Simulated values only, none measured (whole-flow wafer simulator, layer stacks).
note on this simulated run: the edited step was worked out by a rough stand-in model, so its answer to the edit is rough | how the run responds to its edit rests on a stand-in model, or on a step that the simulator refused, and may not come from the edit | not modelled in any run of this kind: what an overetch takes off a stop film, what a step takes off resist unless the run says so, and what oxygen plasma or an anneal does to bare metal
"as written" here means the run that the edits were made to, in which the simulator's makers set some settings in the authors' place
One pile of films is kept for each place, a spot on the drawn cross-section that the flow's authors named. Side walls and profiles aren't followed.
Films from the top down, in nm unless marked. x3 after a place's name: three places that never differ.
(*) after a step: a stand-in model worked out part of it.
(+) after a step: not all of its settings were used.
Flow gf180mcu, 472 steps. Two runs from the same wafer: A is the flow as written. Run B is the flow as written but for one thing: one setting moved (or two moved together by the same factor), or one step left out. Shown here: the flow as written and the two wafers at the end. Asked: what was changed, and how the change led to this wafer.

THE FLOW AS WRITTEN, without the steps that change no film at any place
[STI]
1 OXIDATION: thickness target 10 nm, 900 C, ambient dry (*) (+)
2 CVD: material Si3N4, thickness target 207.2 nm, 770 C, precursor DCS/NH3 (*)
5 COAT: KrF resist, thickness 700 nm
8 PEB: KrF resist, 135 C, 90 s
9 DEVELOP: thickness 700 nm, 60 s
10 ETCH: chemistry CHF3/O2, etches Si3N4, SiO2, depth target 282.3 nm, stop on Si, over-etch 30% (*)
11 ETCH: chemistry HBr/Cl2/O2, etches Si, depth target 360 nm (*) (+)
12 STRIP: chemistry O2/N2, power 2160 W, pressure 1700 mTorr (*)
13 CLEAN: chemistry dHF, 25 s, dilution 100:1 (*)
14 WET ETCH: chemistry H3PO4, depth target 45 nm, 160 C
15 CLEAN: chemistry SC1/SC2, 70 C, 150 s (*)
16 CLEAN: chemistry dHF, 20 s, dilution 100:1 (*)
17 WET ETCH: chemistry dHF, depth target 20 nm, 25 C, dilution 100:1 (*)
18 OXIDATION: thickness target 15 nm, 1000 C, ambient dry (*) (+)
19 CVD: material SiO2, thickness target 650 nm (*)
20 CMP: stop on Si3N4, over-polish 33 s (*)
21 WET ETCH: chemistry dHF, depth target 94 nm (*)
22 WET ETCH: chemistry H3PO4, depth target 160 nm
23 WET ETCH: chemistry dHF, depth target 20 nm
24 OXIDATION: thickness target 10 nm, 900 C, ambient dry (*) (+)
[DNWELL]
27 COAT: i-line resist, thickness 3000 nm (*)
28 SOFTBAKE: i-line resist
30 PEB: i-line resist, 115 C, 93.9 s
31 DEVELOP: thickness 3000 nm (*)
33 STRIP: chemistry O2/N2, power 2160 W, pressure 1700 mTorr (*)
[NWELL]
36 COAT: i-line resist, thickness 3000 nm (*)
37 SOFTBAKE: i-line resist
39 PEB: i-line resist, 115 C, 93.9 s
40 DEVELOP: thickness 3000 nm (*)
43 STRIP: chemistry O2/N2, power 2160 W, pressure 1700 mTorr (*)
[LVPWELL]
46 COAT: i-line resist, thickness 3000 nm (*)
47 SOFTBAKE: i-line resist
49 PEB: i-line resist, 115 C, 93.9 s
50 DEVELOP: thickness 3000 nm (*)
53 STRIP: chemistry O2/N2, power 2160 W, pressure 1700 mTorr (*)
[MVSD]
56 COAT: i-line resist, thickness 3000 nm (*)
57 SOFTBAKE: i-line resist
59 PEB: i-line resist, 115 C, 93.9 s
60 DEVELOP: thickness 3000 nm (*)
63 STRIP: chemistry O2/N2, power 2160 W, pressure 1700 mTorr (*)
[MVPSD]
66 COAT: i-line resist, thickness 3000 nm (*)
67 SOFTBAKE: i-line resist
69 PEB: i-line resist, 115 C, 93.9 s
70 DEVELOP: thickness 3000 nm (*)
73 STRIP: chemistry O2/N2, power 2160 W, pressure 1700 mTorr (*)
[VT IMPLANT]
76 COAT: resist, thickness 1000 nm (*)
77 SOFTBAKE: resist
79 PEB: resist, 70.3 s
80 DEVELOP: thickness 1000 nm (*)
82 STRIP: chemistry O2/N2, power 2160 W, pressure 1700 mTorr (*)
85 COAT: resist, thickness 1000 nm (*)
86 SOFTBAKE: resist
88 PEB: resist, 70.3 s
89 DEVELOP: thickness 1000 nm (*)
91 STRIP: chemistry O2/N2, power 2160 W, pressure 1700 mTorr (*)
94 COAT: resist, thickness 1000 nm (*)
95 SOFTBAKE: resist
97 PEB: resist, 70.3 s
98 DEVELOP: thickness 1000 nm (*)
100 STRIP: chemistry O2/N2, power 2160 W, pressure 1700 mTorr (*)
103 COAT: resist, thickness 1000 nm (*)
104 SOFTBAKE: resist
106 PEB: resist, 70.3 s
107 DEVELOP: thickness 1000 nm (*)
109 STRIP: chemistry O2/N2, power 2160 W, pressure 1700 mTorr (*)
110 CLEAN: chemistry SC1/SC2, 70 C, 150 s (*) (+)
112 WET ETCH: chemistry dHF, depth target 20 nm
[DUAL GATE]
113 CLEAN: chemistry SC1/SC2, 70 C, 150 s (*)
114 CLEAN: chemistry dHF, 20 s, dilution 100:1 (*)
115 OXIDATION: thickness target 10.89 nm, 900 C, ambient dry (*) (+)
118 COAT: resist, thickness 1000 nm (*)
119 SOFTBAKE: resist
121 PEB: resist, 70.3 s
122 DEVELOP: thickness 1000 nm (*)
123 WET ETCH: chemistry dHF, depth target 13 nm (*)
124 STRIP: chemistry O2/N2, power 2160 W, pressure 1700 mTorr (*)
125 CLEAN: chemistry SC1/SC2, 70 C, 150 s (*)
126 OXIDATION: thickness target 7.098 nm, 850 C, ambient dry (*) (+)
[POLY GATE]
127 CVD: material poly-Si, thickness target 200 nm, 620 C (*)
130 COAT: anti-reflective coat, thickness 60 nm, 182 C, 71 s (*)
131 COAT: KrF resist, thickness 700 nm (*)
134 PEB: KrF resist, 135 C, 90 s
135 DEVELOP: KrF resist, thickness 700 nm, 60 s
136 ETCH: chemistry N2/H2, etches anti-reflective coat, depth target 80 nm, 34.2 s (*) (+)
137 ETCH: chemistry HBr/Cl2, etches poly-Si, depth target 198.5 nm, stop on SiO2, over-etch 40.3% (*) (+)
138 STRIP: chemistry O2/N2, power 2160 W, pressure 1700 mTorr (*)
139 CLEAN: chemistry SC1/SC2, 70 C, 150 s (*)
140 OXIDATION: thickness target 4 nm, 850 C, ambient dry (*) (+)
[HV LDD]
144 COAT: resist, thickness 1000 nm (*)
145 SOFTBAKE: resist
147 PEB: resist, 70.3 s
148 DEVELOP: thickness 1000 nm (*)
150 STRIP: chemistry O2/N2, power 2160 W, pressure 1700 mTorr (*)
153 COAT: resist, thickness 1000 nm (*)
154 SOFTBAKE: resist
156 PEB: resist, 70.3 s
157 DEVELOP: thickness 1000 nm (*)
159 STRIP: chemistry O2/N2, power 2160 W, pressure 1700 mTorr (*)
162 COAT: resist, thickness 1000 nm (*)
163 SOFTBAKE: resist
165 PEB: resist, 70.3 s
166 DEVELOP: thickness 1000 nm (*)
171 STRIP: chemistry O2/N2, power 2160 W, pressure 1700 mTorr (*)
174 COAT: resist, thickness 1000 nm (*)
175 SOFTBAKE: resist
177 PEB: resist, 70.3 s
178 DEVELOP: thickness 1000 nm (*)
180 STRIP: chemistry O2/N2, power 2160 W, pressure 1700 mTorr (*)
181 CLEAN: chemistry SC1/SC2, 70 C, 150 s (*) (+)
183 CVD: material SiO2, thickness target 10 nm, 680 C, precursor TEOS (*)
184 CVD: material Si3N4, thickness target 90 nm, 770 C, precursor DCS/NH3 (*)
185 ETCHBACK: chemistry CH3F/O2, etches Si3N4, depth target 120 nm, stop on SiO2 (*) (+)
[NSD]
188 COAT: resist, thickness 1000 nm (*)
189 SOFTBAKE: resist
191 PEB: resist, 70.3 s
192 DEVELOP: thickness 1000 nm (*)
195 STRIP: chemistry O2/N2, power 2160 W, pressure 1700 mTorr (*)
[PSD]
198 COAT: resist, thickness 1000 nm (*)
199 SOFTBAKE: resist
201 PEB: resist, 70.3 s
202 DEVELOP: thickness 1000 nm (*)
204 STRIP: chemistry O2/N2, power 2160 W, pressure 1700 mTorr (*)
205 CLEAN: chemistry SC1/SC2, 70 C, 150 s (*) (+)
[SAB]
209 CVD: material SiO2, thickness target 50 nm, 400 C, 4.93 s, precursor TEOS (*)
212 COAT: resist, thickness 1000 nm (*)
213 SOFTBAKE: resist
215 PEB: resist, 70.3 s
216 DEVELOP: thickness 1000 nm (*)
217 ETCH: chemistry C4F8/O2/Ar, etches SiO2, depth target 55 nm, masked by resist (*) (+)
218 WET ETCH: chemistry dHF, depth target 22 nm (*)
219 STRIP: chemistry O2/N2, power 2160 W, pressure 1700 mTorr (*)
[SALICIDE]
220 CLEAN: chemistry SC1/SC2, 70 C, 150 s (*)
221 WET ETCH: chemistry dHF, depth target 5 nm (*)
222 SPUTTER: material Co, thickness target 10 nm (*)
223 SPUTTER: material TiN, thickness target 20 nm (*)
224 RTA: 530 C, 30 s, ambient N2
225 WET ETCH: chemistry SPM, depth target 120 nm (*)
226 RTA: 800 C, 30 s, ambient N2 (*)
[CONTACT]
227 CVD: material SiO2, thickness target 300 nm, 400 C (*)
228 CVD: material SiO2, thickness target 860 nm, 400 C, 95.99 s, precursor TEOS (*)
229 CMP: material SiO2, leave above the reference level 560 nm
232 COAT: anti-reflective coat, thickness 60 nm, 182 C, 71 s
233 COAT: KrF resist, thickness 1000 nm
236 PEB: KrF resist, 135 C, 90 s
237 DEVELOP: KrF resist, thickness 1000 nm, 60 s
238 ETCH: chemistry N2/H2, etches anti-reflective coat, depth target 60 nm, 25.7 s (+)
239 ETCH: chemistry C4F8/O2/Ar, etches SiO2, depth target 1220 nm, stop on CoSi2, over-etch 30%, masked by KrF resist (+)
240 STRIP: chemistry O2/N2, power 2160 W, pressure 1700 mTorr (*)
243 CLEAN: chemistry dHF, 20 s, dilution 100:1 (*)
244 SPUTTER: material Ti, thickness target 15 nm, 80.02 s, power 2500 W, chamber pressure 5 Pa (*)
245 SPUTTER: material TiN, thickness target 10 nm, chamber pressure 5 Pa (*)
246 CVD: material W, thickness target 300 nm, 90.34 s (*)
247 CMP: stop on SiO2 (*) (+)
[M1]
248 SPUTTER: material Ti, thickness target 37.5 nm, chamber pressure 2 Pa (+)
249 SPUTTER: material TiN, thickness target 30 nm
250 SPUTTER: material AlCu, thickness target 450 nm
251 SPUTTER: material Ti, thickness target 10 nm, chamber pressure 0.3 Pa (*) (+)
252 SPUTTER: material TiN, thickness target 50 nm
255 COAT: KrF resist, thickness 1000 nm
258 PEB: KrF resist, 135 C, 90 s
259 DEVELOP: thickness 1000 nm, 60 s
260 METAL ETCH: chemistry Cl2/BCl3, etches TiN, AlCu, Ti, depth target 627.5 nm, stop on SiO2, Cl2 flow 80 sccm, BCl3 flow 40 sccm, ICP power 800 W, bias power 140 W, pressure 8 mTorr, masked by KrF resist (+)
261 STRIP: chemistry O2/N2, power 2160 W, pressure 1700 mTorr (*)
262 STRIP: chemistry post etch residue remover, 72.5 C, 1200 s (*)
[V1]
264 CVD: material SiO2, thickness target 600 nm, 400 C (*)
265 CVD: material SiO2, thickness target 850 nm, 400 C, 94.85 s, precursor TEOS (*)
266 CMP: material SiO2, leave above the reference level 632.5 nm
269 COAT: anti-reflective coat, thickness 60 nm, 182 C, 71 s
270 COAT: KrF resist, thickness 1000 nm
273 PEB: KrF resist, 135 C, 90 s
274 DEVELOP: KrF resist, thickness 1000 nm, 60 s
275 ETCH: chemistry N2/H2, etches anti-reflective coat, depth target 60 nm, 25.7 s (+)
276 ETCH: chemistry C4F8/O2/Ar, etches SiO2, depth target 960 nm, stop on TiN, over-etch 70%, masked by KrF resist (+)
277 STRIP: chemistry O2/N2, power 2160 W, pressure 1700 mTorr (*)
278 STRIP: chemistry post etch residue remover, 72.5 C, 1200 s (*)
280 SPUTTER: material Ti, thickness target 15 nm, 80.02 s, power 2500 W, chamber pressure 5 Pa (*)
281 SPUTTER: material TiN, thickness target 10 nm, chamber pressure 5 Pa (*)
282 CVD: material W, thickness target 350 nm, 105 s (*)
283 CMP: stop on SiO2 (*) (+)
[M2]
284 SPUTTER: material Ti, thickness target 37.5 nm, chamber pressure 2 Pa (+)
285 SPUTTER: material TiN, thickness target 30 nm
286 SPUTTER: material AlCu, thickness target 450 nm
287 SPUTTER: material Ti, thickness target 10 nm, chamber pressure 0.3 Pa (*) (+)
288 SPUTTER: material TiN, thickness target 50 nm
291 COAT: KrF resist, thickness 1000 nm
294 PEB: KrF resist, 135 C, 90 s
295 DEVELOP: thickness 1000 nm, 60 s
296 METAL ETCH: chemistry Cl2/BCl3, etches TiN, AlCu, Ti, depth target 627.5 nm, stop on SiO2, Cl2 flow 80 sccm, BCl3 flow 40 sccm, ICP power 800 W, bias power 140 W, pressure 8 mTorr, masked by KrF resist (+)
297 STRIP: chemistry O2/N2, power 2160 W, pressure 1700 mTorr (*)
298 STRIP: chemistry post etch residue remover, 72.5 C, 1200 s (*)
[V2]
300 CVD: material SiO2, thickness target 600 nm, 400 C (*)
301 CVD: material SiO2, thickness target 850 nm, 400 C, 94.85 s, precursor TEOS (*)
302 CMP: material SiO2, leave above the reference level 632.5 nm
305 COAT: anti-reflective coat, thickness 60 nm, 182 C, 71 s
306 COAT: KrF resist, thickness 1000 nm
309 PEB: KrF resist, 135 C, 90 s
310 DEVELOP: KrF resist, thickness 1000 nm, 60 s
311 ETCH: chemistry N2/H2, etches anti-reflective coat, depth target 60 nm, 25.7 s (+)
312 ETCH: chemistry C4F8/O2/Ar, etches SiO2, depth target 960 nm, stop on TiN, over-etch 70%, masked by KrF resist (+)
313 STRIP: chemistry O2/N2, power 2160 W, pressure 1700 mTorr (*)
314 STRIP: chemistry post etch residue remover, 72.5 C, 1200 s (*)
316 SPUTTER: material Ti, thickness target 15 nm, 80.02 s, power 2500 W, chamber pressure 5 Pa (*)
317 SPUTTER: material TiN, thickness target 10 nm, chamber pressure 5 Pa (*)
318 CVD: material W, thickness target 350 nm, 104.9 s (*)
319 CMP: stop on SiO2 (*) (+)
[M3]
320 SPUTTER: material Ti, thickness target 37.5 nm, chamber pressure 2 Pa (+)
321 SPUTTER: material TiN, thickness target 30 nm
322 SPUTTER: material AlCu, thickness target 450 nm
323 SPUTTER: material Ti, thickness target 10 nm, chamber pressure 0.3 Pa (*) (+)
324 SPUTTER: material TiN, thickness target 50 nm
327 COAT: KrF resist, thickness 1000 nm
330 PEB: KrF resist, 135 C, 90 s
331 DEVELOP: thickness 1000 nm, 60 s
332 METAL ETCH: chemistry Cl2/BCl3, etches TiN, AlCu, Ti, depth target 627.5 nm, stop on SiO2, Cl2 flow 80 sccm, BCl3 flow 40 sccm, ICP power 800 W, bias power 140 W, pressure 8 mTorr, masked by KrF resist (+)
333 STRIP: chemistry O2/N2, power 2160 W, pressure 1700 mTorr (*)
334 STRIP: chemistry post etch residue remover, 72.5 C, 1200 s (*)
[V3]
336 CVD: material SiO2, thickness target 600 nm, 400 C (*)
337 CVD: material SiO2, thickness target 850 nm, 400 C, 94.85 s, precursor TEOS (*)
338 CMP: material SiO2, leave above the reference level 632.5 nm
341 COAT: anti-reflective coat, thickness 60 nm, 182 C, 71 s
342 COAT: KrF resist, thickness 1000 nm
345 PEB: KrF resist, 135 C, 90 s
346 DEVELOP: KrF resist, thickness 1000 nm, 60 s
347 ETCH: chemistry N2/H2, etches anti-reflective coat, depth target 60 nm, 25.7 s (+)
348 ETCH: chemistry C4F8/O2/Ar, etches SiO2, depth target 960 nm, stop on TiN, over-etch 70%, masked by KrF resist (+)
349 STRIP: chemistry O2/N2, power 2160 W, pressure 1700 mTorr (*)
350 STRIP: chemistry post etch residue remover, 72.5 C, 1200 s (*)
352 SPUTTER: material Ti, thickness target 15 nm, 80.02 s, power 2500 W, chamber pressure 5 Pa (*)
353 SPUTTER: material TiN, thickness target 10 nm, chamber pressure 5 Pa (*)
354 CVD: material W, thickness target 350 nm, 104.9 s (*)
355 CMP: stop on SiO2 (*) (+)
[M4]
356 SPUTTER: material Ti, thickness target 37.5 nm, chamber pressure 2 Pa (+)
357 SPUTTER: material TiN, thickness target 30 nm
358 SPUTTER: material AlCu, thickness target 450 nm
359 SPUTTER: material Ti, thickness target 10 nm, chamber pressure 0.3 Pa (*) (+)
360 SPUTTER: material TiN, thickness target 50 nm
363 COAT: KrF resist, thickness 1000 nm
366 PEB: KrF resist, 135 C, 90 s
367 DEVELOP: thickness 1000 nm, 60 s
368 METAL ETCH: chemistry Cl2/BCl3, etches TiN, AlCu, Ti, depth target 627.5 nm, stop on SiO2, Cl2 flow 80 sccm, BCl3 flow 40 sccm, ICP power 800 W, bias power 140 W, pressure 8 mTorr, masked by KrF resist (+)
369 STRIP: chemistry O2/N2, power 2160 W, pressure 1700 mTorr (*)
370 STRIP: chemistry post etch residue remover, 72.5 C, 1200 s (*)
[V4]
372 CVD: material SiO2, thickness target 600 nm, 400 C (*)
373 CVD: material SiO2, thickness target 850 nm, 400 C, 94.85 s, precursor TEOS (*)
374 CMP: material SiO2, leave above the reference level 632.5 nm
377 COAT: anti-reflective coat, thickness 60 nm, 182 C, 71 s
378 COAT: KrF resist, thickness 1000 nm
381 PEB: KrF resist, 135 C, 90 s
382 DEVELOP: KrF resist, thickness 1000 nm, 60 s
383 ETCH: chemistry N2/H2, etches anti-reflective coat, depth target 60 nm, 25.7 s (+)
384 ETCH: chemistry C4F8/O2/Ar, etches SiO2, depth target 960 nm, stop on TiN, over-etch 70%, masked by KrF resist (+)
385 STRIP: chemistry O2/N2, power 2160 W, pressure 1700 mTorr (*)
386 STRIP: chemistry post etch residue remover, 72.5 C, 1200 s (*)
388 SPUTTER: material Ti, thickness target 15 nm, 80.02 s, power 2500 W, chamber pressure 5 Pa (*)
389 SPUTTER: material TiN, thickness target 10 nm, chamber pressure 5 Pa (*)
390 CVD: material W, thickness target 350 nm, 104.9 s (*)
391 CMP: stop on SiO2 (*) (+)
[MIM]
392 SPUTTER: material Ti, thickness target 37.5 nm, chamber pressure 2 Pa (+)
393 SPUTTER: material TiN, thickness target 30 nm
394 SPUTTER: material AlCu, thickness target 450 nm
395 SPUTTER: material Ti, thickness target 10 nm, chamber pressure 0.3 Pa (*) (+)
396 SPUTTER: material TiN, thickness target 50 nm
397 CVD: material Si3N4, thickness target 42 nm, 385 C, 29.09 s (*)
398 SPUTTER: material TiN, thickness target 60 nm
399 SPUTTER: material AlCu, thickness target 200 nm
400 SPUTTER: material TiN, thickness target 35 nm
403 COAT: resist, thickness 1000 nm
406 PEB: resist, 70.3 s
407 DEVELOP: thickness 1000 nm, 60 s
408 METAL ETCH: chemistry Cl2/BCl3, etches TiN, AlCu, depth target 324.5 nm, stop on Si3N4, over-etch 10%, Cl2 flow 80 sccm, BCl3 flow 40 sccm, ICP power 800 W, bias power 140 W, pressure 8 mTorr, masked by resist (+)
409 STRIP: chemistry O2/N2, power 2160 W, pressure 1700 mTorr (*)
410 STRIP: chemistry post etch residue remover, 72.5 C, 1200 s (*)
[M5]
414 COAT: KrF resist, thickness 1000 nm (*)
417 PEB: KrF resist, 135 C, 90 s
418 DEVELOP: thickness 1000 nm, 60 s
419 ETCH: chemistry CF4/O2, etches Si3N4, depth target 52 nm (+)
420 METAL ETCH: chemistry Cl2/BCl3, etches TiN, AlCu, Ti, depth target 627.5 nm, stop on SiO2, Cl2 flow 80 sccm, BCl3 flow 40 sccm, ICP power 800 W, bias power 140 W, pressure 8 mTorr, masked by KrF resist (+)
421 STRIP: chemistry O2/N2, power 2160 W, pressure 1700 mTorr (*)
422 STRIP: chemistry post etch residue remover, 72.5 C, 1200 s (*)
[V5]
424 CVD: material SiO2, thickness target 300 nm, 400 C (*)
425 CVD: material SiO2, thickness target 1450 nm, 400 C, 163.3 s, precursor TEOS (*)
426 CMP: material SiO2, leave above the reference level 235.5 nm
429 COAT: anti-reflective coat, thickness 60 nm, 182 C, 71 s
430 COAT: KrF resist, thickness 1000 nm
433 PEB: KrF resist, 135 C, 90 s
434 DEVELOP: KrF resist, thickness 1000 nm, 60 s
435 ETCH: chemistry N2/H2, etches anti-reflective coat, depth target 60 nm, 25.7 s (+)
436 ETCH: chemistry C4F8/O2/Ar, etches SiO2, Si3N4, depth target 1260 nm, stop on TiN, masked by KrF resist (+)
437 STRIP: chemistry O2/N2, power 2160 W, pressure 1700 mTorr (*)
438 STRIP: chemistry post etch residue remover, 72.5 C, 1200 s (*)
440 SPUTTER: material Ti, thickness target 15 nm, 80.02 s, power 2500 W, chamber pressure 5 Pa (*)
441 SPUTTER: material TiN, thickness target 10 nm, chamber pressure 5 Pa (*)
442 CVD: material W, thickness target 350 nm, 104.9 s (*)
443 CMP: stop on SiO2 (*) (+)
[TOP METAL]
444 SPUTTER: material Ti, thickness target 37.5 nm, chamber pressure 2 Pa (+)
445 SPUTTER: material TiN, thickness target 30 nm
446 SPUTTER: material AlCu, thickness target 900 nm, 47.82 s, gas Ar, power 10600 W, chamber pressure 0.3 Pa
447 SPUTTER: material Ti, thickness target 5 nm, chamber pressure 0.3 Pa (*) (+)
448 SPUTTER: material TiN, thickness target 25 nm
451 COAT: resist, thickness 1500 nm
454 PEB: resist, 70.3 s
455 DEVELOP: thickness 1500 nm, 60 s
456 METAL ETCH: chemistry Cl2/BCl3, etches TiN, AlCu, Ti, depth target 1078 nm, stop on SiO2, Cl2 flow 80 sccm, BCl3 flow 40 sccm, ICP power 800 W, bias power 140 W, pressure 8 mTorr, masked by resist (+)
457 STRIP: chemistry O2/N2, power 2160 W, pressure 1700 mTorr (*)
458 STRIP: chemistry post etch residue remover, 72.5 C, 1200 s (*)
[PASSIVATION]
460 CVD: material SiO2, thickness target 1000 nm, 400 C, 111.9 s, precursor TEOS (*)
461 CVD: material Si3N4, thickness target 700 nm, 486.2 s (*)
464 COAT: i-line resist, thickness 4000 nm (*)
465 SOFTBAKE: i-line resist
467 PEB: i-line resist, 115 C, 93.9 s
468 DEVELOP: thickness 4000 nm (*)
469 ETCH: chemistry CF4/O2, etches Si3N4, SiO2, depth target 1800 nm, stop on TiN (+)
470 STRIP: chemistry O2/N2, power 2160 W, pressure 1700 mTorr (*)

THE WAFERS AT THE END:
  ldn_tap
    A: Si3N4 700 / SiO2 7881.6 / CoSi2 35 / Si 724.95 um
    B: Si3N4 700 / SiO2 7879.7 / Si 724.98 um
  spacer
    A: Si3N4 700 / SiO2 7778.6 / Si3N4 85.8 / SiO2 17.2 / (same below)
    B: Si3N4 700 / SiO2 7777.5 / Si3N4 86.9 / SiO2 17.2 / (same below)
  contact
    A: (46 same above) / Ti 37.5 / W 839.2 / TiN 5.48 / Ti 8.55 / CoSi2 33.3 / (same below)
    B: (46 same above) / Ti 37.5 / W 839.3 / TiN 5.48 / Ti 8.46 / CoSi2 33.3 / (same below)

The cause: step 218, WET ETCH: depth target 12.1 nm was run, where the flow has depth target 22 nm.

How the change led to this, step by step:
  218 WET ETCH: chemistry dHF, depth target 22 nm (*)
      ldn_tap, ldn_src, ldn_drn, ldp_tap, ldp_src, ldp_drn, ldp_gr: A SiO2 -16 (all of it) | B SiO2 -12.6
      ld_drn_n, ld_sd_p: A SiO2 -14.8 (all of it) | B SiO2 -12.3
      (and at 55 more places)
  219 STRIP: chemistry O2/N2, power 2160 W, pressure 1700 mTorr (*)
      active_hv, active_nat, ld_sd_n and 10 more: A chemical SiO2 +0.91 (new film), Si -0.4 | B nothing
  221 WET ETCH: chemistry dHF, depth target 5 nm (*)
      ldn_tap, ldn_src, ldn_drn, ldp_tap, ldp_src, ldp_drn, ldp_gr: A chemical SiO2 -0.76 (all of it) | B SiO2 -2.51
      ld_drn_n, ld_sd_p: A chemical SiO2 -0.76 (all of it) | B SiO2 -2.14 (all of it)
      (and at 4 more places)
  223 SPUTTER: material TiN, thickness target 20 nm (*)
      field__w12: A TiN +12 (new film) | B TiN +12.6 (new film)
      ld_sd_n: A TiN +15.5 (new film) | B TiN +16.2 (new film)
  224 RTA: 530 C, 30 s, ambient N2
      ldn_tap, ldn_src, ldn_drn, ldp_tap, ldp_src, ldp_drn, ldp_gr: A under 1 film: CoSi +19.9 (new film), Co -10 (all of it), Si -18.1 | B nothing
  225 WET ETCH: chemistry SPM, depth target 120 nm (*)
      ldn_tap, ldn_src, ldn_drn, ldp_tap, ldp_src, ldp_drn, ldp_gr: A TiN -20 (all of it) | B TiN -20 (all of it), Co -10 (all of it)
      field__w12: A TiN -12 (all of it), Co -6.15 (all of it) | B TiN -12.6 (all of it), Co -6.36 (all of it)
      (and at 1 more place)
  226 RTA: 800 C, 30 s, ambient N2 (*)
      ldn_tap, ldn_src, ldn_drn, ldp_tap, ldp_src, ldp_drn, ldp_gr: A CoSi2 +35 (new film), CoSi -19.9 (all of it), Si -18.1 | B nothing
      ld_sd_p: A CoSi2 +28.4 (new film), CoSi -16.1 (all of it), Si -14.7 | B CoSi2 +29.1 (new film), CoSi -16.5 (all of it), Si -15.1
  227 CVD: material SiO2, thickness target 300 nm, 400 C (*)
      ldn_tap, ldn_src, ldn_drn, ldp_tap, ldp_src, ldp_drn, ldp_gr: A SiO2 +300 (new film) | B SiO2 +300
  229 CMP: material SiO2, leave above the reference level 560 nm
      ldn_sep__w1, ldn_sep__w2, ldn_dft and 8 more: A SiO2 -311 | B SiO2 -321.9
      sti, mim_1p0, pad, dice_street, iso_nw_fld, iso_fld_sub: A SiO2 -296.8 | B SiO2 -307.7
      (and at 34 more places)
Counting metal films that touch as one body, ldn_tap has 0 bodies; the flow as written gives 1 body.
